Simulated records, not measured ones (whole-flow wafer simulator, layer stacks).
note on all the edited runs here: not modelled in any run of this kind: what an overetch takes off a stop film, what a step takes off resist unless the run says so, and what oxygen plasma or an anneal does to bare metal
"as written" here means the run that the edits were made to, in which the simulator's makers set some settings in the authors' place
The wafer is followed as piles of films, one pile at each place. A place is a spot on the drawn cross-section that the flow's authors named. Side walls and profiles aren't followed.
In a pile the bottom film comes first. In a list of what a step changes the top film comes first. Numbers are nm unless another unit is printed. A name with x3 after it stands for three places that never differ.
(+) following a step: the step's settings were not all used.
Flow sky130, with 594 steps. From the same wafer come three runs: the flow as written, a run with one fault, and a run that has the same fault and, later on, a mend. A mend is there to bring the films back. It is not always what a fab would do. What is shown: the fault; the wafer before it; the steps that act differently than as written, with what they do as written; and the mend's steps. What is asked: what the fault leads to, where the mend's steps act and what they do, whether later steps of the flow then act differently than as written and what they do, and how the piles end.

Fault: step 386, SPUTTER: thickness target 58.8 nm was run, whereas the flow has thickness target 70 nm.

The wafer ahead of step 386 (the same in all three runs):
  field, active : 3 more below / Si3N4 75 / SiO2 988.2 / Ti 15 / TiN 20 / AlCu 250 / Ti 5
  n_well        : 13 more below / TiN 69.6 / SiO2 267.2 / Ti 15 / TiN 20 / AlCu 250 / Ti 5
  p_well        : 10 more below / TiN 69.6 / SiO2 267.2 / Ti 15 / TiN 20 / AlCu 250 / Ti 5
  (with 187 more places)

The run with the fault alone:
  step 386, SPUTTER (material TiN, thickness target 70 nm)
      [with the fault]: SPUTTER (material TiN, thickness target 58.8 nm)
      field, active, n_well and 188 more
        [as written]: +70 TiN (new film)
        [with the fault]: +58.8 TiN (new film)
  Steps further on in the flow that do not act as written (not shown: 12 more steps that differ only slightly, by at most 2% or 0.5 nm, whichever is larger):
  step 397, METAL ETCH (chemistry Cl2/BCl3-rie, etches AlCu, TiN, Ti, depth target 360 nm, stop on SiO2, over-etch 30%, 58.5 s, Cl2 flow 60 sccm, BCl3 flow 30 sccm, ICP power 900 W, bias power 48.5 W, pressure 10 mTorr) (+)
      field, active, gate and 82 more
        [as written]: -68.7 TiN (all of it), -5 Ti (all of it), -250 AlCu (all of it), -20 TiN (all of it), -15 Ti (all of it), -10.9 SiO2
        [with the fault]: -57.5 TiN (all of it), -5 Ti (all of it), -250 AlCu (all of it), -20 TiN (all of it), -15 Ti (all of it), -12.1 SiO2
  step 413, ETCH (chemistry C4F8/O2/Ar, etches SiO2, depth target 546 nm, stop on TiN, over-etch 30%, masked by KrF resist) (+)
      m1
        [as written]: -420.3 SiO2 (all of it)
        [with the fault]: -431.5 SiO2 (all of it)
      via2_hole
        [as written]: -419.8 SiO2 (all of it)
        [with the fault]: -431 SiO2 (all of it)
  The piles end different from the flow's at n_well, p_well, gate_hv and 103 more by more than 2% or 0.5 nm, whichever is larger.
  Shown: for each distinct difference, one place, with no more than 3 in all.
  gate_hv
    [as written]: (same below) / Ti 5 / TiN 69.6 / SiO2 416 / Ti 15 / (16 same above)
    [with the fault]: (same below) / Ti 5 / TiN 58.4 / SiO2 427.2 / Ti 15 / (16 same above)
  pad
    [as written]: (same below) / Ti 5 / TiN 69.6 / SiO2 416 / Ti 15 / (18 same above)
    [with the fault]: (same below) / Ti 5 / TiN 58.4 / SiO2 427.2 / Ti 15 / (18 same above)
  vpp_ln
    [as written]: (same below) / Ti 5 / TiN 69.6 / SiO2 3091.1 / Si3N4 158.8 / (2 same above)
    [with the fault]: (same below) / Ti 5 / TiN 58.4 / SiO2 3102.3 / Si3N4 158.8 / (2 same above)

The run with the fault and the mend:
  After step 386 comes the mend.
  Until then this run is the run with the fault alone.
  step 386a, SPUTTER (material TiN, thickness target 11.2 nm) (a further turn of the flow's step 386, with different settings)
      field, active, n_well and 188 more
        +11.2 TiN
  Later steps of the flow that are run all act as written at every place that is followed.
  By the end, the piles equal the flow's at every place that both follow.
